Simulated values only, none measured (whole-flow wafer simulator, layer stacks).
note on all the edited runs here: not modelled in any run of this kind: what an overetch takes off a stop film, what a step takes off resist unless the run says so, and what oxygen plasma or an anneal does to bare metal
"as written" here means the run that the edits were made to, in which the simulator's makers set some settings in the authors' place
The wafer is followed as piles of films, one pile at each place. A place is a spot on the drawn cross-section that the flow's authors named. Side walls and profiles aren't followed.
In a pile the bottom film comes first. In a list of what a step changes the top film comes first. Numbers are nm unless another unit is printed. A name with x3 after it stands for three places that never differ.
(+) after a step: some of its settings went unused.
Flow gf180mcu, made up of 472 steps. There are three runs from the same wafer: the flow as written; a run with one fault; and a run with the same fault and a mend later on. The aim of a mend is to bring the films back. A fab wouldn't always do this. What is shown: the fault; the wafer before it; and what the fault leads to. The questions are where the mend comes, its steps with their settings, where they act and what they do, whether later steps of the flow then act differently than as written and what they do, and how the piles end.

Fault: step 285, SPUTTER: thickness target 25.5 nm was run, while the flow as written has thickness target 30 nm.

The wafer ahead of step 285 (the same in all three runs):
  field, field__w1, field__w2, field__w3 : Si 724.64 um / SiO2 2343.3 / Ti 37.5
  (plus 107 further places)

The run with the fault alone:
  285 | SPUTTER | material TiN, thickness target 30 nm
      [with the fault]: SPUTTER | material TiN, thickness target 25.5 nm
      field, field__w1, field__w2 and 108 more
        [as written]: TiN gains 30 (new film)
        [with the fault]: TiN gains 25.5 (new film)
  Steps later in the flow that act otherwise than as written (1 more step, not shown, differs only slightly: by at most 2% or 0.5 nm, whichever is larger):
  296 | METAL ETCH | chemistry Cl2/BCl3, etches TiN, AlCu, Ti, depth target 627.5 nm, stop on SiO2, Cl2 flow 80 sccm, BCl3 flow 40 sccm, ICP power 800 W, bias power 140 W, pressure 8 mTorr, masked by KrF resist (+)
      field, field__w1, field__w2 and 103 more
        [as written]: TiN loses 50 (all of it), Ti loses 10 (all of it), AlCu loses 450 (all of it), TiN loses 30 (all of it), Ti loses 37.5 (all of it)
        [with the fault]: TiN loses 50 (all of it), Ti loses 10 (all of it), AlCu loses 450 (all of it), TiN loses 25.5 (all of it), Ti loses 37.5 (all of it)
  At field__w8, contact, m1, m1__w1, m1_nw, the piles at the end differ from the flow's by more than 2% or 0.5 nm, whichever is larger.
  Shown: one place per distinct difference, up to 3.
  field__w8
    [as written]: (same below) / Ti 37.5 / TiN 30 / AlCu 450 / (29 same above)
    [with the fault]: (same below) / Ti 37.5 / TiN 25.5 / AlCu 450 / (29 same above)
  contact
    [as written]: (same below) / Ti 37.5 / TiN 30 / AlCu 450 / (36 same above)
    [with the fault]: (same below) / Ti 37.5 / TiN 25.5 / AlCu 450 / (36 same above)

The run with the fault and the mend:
  The mend follows step 285.
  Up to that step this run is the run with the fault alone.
  285a | SPUTTER | material TiN, thickness target 4.5 nm (the flow's step 285, run once more with other settings)
      field, field__w1, field__w2 and 108 more
        TiN gains 4.5
  Later steps of the flow that are run all act as written at every place that is followed.
  The piles end the same as the flow's at every place that both follow.
